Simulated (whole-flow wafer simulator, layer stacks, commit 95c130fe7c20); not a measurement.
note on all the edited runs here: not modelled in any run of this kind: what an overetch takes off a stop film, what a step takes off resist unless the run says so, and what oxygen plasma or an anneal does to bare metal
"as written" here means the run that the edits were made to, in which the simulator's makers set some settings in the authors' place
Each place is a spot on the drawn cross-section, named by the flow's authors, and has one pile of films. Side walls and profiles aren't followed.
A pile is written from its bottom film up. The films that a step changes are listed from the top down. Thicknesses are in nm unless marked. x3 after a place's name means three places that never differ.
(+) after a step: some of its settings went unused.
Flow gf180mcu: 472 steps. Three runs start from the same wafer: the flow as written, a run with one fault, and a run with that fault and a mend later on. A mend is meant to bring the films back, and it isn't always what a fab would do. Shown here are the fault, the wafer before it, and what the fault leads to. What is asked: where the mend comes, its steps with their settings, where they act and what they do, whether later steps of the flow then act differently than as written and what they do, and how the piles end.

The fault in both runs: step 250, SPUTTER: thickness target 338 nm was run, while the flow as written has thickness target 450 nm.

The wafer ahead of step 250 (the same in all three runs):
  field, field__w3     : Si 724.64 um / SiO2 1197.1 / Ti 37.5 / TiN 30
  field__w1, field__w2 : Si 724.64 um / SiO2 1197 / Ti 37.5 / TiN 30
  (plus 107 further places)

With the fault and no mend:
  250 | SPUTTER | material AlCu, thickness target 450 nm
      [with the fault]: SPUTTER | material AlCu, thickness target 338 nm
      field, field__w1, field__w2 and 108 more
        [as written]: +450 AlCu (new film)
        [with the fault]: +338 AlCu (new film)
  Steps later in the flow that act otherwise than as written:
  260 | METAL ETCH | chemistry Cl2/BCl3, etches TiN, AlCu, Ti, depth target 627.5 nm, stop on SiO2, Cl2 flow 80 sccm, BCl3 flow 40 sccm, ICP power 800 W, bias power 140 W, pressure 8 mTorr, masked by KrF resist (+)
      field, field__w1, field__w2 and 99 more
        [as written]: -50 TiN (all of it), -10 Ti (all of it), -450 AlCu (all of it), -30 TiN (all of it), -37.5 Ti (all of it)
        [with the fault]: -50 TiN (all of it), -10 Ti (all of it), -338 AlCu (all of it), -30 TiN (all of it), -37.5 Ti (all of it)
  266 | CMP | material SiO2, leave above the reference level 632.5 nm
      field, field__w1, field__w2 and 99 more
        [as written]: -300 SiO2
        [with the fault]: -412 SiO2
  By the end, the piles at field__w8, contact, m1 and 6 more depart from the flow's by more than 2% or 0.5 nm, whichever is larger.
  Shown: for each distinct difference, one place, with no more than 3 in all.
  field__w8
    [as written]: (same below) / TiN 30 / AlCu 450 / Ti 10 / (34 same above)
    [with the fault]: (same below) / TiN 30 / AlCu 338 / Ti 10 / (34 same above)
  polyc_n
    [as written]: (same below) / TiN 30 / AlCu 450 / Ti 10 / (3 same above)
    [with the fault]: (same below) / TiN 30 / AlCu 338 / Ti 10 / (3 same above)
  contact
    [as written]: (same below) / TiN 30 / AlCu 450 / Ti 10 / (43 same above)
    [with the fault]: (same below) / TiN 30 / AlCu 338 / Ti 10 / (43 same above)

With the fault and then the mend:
  The mend follows step 250.
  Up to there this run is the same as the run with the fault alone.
  250a | SPUTTER | material AlCu, thickness target 112 nm (a further turn of the flow's step 250, with different settings)
      field, field__w1, field__w2 and 108 more
        +112 AlCu
  Later steps of the flow that are run all act as written at every place that is followed.
  By the end, the piles equal the flow's at every place that both follow.
